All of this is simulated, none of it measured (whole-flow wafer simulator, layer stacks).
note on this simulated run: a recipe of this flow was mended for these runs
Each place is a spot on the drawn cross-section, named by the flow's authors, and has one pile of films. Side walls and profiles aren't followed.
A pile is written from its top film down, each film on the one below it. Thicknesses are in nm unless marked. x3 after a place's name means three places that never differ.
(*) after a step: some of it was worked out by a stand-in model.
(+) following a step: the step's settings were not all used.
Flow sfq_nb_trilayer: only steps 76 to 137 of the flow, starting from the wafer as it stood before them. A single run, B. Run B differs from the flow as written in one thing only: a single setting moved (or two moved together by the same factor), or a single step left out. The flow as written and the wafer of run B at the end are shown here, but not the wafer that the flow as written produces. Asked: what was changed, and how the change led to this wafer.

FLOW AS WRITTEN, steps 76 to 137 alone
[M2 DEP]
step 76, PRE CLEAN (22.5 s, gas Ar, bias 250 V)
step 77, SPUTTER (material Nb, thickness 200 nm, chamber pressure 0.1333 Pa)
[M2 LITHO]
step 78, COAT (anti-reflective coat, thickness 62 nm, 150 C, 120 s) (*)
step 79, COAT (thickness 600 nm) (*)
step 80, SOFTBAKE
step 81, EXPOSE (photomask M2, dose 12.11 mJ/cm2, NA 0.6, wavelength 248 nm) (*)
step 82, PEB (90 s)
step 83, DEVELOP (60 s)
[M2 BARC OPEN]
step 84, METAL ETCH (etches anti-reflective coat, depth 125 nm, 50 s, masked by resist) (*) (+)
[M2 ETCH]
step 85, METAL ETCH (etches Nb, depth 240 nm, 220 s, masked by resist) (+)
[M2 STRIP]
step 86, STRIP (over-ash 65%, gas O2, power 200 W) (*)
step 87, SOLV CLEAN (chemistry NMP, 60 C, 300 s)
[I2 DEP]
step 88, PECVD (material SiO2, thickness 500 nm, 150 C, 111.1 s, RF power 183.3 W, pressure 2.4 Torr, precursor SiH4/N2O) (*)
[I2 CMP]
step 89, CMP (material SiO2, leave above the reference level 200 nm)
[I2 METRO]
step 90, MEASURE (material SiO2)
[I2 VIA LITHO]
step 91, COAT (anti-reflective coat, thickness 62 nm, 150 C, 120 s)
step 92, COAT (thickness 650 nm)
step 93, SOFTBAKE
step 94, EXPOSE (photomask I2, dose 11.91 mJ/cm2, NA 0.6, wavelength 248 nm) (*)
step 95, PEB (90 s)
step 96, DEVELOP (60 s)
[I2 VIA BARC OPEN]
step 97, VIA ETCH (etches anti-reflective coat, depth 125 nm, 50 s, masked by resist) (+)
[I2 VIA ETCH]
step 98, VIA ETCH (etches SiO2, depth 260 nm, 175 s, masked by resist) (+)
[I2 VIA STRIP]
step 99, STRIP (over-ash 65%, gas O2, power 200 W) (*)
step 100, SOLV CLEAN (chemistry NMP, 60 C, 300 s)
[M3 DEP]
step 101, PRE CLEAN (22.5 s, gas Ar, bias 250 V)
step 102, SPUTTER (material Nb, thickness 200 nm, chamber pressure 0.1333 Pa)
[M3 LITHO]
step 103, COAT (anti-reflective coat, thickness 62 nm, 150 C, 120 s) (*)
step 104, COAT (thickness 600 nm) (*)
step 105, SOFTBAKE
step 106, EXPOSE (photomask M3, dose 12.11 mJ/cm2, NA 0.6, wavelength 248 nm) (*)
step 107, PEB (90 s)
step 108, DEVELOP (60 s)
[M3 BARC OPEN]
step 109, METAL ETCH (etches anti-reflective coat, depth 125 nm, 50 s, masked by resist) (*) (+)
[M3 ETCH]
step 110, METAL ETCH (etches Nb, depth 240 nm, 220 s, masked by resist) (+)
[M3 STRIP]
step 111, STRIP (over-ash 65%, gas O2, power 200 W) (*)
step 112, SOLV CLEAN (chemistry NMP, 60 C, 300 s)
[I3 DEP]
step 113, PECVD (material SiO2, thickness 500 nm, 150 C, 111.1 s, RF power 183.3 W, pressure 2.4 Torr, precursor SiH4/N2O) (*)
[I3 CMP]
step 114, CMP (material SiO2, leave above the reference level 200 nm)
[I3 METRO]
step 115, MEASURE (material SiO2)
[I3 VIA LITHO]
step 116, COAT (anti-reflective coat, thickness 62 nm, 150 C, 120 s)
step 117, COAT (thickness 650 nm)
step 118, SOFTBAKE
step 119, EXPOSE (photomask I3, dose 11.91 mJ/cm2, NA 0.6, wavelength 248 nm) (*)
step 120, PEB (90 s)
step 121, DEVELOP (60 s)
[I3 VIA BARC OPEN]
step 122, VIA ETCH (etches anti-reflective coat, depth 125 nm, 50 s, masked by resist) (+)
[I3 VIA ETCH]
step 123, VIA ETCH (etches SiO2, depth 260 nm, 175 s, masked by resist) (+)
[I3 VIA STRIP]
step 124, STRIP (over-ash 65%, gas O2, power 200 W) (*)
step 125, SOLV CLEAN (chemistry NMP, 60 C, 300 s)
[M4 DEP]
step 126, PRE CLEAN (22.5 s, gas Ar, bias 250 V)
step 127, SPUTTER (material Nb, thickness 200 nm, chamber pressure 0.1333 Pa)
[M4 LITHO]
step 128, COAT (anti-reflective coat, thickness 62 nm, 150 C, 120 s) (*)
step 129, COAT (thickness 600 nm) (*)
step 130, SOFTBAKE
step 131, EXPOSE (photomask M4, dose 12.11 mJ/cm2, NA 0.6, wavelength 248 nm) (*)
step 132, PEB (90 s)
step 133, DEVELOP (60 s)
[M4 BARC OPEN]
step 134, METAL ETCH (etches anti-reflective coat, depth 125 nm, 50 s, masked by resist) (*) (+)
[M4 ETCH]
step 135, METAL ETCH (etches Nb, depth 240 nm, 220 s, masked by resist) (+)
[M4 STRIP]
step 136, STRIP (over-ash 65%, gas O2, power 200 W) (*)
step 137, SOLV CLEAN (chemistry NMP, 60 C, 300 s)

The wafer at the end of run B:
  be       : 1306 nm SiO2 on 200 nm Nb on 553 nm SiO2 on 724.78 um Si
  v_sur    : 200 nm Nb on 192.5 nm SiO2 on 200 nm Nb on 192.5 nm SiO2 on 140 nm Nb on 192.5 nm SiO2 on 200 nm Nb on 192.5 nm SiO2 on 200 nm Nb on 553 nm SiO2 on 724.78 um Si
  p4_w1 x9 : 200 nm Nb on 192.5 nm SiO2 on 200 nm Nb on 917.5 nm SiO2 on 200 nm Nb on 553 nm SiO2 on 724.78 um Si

What caused this: step 77, SPUTTER: thickness 140 nm was run, while the flow as written has thickness 200 nm.
One can read it off the wafer: v_sur has Nb 140, and step 77 as written asks for 200 nm.

The path from the change to this, step by step:
  step 77, SPUTTER (material Nb, thickness 200 nm, chamber pressure 0.1333 Pa)
      field_l, v_sur, via_wl and 102 more: Nb gains 140 (new film) (in the flow as written it would be: Nb gains 200 (new film))
      via_v: Nb gains 121.6 (in the flow as written it would be: Nb gains 172.8)
  step 78, COAT (anti-reflective coat, thickness 62 nm, 150 C, 120 s) (*)
      via_v: anti-reflective coat gains 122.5 (new film) (in the flow as written it would be: anti-reflective coat gains 125.2 (new film))
  step 85, METAL ETCH (etches Nb, depth 240 nm, 220 s, masked by resist) (+)
      field_l, be, be_sur and 81 more: Nb loses 140 (all of it), SiO2 loses 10 (in the flow as written it would be: Nb loses 200 (all of it), SiO2 loses 4)
  step 86, STRIP (over-ash 65%, gas O2, power 200 W) (*)
      via_v: KrF-resist-other-grade loses 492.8 (all of it), anti-reflective coat loses 122.5 (all of it) (in the flow as written it would be: KrF-resist-other-grade loses 498 (all of it), anti-reflective coat loses 125.2 (all of it))
  step 88, PECVD (material SiO2, thickness 500 nm, 150 C, 111.1 s, RF power 183.3 W, pressure 2.4 Torr, precursor SiH4/N2O) (*)
      via_v: SiO2 gains 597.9 (new film) (in the flow as written it would be: SiO2 gains 612.8 (new film))
  step 89, CMP (material SiO2, leave above the reference level 200 nm)
      field_l, be, be_sur and 81 more: SiO2 loses 150 (in the flow as written it would be: SiO2 loses 96)
      via_v: SiO2 loses 175.5 (in the flow as written it would be: SiO2 loses 181.6)
